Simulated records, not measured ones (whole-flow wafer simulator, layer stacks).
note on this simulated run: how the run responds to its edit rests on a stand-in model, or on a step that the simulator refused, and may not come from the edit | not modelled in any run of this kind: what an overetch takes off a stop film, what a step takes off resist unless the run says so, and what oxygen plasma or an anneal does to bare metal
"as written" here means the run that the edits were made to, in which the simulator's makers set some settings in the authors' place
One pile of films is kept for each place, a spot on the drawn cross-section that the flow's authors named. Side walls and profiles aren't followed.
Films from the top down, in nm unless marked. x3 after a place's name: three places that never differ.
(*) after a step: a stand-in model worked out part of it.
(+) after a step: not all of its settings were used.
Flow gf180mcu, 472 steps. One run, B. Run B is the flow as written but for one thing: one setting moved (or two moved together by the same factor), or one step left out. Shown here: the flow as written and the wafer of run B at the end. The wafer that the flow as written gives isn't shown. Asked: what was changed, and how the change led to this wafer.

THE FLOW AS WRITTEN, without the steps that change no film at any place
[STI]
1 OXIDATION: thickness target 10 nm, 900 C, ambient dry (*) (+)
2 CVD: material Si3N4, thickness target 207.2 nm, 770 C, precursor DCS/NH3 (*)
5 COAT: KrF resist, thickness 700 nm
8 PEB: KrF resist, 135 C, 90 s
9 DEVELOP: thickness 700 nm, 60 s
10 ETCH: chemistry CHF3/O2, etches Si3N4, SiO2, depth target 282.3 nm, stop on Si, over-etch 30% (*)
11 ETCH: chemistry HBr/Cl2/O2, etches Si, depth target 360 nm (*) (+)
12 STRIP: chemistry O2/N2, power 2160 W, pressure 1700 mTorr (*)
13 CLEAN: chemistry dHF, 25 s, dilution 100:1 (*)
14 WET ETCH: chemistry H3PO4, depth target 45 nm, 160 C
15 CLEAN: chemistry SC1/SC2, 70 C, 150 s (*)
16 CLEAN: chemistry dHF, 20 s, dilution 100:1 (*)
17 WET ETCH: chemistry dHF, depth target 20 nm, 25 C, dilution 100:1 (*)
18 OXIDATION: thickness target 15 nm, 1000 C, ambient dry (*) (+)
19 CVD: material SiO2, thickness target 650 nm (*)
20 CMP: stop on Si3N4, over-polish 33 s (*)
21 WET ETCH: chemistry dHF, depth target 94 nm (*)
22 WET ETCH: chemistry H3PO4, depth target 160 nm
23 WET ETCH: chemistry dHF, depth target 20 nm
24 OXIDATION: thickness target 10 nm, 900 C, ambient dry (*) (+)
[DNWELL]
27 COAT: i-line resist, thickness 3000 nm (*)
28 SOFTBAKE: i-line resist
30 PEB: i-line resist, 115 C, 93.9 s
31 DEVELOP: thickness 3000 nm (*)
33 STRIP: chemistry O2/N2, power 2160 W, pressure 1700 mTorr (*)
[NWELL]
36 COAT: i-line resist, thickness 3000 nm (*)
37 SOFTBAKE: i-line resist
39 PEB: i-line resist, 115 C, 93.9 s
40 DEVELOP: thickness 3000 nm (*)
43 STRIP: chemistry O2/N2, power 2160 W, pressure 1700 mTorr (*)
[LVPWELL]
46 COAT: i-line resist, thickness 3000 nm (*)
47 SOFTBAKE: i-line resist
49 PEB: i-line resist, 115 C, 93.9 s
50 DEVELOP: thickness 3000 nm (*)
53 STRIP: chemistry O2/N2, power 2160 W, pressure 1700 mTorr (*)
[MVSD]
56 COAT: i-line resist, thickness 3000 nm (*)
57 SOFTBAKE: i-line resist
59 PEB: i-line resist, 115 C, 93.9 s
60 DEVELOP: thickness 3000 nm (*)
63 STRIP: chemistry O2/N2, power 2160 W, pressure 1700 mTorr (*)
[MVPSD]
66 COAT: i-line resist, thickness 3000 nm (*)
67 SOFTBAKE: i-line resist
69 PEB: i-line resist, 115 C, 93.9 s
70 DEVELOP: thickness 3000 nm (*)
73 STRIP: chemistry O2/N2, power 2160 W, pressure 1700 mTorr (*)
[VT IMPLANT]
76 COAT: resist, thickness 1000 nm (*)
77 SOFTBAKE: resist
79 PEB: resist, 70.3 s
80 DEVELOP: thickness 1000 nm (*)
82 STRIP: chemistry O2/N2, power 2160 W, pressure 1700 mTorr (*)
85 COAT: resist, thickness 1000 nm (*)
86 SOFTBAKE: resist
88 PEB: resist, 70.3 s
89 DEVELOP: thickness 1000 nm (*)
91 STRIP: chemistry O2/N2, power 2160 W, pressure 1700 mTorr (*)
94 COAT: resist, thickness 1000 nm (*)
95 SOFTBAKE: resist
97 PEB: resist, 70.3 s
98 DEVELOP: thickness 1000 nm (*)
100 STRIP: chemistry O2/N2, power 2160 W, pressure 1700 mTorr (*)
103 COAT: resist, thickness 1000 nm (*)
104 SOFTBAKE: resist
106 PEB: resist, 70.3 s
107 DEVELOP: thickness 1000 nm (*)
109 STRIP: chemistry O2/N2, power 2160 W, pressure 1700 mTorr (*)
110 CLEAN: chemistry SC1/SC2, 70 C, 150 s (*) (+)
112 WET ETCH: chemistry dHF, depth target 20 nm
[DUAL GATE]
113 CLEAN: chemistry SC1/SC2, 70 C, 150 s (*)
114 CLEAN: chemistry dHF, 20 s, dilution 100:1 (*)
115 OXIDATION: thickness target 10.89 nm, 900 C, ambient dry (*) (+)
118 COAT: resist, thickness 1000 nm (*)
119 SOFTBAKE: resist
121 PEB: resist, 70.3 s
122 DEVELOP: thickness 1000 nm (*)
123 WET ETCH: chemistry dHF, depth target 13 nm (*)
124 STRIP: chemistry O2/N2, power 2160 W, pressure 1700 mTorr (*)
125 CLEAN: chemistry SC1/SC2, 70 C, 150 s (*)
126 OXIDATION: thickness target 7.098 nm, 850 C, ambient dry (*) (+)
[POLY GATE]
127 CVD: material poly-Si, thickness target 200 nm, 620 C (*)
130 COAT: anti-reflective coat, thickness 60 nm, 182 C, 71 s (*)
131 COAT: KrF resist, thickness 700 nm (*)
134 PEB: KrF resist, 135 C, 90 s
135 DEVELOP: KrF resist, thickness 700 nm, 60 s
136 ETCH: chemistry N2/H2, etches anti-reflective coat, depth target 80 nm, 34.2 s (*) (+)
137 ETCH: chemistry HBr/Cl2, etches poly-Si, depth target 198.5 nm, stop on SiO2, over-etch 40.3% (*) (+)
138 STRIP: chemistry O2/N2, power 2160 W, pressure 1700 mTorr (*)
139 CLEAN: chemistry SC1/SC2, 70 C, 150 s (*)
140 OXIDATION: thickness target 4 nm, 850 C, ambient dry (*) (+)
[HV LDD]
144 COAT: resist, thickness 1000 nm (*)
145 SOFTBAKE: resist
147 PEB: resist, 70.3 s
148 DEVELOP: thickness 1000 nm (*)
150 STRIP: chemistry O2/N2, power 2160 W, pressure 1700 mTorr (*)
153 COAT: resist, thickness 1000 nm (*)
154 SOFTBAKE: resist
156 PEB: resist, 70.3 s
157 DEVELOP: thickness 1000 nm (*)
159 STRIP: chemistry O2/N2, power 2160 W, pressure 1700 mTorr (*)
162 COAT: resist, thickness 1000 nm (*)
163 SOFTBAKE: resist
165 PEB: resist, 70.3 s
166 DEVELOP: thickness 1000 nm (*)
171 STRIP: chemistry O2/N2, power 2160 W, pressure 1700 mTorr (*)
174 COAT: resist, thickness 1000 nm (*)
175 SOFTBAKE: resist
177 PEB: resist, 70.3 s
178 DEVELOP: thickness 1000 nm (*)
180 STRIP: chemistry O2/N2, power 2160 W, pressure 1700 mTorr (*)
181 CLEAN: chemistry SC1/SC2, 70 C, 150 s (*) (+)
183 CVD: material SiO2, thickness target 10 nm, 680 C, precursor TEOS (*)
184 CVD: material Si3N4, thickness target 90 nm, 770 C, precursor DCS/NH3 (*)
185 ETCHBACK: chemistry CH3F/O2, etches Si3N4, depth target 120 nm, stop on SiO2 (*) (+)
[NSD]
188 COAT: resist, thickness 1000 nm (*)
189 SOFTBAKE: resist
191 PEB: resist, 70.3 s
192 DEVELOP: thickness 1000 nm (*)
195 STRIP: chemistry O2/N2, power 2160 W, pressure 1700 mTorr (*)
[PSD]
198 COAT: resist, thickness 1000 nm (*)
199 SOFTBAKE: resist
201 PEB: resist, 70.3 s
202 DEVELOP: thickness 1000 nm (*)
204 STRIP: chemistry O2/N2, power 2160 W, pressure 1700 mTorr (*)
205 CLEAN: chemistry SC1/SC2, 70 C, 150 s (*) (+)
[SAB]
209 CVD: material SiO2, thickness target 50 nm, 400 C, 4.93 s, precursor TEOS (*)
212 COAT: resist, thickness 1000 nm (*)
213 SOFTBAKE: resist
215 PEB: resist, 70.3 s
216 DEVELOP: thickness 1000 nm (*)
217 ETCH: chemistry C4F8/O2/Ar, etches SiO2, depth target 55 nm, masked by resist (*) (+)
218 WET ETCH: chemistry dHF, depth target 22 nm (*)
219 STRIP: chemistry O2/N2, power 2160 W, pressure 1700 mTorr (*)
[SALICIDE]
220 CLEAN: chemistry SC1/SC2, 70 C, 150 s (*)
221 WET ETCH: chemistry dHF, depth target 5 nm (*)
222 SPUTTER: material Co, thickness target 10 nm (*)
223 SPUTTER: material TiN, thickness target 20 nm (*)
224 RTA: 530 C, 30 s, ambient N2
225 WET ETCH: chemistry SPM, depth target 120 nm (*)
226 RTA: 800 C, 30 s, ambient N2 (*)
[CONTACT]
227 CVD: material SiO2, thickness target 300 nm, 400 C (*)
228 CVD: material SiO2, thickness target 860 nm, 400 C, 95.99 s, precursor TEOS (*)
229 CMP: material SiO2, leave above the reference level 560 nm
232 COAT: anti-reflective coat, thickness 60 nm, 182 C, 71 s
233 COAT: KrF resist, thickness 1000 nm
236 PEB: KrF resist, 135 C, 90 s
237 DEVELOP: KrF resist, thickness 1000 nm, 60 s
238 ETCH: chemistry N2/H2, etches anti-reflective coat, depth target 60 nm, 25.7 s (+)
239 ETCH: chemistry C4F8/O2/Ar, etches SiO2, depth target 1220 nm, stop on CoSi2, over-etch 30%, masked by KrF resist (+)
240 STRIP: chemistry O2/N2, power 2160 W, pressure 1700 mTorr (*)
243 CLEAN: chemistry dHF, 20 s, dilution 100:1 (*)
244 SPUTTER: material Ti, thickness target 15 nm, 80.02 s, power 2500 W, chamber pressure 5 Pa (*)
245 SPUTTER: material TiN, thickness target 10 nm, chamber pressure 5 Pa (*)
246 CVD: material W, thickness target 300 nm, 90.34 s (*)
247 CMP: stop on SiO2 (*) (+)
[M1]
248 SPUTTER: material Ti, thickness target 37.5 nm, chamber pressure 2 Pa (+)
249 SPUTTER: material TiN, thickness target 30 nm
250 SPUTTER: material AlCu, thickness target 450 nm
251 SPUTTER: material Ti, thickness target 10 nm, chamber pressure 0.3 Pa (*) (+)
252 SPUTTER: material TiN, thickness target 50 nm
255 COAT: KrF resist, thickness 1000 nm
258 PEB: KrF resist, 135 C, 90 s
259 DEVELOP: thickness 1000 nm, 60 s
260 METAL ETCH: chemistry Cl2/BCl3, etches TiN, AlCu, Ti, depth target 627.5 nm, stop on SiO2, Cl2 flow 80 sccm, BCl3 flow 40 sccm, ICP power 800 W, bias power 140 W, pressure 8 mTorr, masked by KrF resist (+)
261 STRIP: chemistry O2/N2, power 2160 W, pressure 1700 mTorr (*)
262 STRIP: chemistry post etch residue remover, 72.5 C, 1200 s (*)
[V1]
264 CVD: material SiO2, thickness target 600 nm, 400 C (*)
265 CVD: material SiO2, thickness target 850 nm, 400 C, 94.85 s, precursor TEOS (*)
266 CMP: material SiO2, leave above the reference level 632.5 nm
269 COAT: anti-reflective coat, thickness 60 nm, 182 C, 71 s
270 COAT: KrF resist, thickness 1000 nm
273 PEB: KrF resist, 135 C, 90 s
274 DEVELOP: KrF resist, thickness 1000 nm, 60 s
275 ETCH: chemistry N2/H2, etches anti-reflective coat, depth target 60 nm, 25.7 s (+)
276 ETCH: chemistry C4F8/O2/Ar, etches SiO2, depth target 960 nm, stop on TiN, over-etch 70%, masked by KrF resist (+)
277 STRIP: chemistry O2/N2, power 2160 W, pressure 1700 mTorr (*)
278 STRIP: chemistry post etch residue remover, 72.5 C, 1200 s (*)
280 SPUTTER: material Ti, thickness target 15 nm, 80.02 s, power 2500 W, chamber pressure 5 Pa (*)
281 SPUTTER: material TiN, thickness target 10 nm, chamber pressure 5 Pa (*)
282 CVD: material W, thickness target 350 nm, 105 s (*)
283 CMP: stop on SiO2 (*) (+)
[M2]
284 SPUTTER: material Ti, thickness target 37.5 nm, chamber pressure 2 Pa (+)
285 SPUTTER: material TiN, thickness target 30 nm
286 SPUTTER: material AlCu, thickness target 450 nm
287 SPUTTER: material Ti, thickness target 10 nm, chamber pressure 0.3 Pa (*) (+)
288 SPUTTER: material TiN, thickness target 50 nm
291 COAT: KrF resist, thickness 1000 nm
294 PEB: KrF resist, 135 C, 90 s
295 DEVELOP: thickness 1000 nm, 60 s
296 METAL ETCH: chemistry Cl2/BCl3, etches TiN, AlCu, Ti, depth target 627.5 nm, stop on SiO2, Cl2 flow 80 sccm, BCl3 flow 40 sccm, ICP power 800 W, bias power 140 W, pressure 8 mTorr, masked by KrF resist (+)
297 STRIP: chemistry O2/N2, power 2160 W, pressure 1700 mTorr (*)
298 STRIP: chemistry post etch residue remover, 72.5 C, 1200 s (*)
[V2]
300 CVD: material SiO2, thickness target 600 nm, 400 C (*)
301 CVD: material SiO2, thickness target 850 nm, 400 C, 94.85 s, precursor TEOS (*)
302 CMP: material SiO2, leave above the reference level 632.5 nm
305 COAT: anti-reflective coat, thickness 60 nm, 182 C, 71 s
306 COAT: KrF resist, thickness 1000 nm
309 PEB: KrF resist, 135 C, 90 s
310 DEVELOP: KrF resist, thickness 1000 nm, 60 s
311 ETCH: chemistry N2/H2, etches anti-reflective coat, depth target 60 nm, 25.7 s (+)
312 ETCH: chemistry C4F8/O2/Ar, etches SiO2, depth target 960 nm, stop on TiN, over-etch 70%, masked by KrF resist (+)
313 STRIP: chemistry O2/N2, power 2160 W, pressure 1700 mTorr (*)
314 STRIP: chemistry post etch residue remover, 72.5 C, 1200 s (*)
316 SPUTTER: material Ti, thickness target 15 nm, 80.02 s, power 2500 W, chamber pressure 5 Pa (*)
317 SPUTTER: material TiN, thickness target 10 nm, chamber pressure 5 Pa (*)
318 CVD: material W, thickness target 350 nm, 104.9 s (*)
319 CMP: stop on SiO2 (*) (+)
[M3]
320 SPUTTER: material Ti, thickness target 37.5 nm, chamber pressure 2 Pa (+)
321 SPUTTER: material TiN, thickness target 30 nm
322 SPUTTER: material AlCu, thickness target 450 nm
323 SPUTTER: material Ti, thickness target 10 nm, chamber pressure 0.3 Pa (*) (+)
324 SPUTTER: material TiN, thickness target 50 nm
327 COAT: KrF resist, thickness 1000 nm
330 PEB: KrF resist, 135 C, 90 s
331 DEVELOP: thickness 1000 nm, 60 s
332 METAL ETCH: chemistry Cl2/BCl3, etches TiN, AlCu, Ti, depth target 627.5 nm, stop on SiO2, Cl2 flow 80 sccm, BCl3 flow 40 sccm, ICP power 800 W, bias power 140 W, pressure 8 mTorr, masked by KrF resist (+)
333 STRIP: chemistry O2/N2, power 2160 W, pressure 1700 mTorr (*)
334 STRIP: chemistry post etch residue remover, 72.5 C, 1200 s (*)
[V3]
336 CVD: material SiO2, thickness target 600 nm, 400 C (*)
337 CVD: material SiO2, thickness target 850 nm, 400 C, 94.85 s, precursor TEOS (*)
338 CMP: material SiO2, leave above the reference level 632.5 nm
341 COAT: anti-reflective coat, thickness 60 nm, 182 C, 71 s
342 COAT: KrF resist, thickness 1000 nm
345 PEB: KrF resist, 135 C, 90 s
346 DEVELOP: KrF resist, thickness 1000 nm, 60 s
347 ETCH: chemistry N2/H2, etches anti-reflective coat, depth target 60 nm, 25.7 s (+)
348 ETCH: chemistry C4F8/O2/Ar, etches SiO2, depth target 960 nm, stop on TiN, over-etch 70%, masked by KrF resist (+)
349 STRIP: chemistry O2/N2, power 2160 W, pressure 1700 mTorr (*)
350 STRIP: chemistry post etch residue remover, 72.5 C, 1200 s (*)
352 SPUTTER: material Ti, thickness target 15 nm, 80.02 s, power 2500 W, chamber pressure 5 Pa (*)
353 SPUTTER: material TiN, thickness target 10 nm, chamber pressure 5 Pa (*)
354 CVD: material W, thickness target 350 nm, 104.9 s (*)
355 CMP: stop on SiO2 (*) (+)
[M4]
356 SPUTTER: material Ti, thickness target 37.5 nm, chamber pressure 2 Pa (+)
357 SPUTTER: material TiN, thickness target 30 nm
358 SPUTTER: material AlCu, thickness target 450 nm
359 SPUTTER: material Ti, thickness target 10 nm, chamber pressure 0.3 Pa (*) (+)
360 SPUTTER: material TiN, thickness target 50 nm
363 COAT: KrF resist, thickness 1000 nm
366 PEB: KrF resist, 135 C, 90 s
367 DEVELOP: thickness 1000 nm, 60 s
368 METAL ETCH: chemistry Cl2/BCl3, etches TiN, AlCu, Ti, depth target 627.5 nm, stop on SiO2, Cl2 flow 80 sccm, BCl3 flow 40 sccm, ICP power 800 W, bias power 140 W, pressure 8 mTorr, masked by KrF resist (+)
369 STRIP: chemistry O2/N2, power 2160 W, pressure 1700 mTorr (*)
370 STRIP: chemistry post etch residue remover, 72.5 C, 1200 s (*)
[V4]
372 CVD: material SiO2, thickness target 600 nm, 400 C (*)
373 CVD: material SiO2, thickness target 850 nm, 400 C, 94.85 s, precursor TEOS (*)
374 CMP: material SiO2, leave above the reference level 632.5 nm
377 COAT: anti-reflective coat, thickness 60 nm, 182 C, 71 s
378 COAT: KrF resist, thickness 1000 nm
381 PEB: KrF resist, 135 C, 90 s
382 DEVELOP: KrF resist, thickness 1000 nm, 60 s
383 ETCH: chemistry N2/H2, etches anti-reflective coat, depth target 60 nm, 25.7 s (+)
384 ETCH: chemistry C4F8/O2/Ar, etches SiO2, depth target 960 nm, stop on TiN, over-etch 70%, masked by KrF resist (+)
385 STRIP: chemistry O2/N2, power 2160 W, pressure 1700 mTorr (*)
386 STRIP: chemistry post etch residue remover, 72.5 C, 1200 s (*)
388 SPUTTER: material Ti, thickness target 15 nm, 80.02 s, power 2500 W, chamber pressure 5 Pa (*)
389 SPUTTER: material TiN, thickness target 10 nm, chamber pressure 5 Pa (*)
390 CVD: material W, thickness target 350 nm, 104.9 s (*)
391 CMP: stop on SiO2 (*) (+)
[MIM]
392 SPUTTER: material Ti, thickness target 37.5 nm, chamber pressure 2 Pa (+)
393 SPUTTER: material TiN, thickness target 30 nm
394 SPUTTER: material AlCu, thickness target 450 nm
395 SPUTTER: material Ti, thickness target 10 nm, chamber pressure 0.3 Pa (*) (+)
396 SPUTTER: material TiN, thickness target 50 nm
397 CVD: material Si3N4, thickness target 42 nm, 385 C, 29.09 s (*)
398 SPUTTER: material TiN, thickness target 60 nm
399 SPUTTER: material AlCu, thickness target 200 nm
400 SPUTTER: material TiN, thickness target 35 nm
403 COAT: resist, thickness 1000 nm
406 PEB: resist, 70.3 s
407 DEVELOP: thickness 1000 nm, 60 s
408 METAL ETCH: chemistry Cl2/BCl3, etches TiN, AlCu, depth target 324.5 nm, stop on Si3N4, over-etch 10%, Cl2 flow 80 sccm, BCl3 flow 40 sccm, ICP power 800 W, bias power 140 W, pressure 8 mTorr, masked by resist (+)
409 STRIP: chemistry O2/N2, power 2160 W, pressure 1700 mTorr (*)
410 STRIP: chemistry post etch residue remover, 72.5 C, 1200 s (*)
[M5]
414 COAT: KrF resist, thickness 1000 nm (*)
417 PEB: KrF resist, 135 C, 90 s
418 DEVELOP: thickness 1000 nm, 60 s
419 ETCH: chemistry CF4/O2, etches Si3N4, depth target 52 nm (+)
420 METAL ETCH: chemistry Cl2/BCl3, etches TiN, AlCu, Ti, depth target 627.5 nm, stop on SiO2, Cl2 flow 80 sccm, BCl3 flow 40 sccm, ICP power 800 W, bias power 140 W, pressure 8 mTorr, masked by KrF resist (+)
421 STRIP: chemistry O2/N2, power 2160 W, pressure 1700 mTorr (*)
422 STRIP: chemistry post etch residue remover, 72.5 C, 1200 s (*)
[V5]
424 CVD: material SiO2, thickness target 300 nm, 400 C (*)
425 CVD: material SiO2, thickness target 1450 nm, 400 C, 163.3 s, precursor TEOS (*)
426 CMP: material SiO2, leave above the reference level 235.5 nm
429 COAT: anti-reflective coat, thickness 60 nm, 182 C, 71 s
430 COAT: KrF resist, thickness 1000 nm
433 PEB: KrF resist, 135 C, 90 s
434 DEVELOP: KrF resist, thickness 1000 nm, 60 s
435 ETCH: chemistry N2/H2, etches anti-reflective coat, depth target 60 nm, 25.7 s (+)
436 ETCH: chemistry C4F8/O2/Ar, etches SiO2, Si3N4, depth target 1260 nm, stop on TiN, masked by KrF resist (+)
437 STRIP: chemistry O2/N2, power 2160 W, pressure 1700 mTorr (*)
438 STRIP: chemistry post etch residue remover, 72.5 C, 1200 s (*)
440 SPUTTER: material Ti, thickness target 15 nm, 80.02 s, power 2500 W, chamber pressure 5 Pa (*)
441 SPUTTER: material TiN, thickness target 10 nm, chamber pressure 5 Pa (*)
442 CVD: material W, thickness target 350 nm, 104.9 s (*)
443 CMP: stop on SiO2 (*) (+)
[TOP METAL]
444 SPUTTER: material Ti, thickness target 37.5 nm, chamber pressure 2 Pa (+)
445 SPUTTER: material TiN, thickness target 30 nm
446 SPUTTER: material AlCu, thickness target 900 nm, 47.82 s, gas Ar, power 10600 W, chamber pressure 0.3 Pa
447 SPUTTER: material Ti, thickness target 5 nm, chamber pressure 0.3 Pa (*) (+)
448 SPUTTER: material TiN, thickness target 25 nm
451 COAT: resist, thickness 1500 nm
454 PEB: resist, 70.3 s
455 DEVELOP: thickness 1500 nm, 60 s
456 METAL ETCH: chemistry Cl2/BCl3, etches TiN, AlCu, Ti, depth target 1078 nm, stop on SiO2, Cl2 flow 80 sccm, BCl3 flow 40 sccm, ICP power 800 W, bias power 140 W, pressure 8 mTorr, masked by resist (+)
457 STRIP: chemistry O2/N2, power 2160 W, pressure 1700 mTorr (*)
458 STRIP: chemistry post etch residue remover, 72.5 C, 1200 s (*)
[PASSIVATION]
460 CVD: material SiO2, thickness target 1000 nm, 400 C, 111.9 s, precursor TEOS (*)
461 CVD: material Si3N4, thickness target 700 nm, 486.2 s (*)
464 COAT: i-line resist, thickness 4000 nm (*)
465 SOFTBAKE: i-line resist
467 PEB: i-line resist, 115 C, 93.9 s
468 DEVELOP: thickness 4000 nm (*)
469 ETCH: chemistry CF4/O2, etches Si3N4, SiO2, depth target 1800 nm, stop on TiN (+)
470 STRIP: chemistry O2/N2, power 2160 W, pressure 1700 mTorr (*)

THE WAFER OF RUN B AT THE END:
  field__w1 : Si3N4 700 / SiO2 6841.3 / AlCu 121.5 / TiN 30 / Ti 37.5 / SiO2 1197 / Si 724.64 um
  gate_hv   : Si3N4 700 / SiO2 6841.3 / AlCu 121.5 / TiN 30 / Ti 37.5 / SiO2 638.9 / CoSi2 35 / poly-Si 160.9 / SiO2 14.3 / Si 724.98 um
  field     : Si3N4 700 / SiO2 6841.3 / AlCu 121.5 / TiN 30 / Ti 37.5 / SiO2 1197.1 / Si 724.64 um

The cause: step 260, METAL ETCH: depth target 382.8 nm was run, where the flow has depth target 627.5 nm.

How the change led to this, step by step:
  260 METAL ETCH: chemistry Cl2/BCl3, etches TiN, AlCu, Ti, depth target 627.5 nm, stop on SiO2, Cl2 flow 80 sccm, BCl3 flow 40 sccm, ICP power 800 W, bias power 140 W, pressure 8 mTorr, masked by KrF resist (+)
      field, field__w1, field__w2 and 99 more: TiN -50 (all of it), Ti -10 (all of it), AlCu -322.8 (as written it would be: TiN -50 (all of it), Ti -10 (all of it), AlCu -450 (all of it), TiN -30 (all of it), Ti -37.5 (all of it))
      field__w8, contact, m1 and 6 more: KrF resist -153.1 (as written it would be: KrF resist -251)
  261 STRIP: chemistry O2/N2, power 2160 W, pressure 1700 mTorr (*)
      field__w8, contact, m1 and 6 more: KrF resist -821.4 (all of it) (as written it would be: KrF resist -723.5 (all of it))
  262 STRIP: chemistry post etch residue remover, 72.5 C, 1200 s (*)
      field, field__w1, field__w2 and 99 more: AlCu -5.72 (as written it would be: nothing)
  264 CVD: material SiO2, thickness target 600 nm, 400 C (*)
      field, field__w1, field__w2 and 99 more: SiO2 +600 (new film) (as written it would be: SiO2 +600)
  266 CMP: material SiO2, leave above the reference level 632.5 nm
      field, field__w1, field__w2 and 99 more: SiO2 -489 (as written it would be: SiO2 -300)
Counting metal films that touch as one body, field__w1 has 1 body; the flow as written gives 0 bodies.
Counting metal films that touch as one body, gate_hv has 2 bodies (between them, from the top down: SiO2 638.9); the flow as written gives 1 body.
Counting metal films that touch as one body, field has 1 body; the flow as written gives 0 bodies.
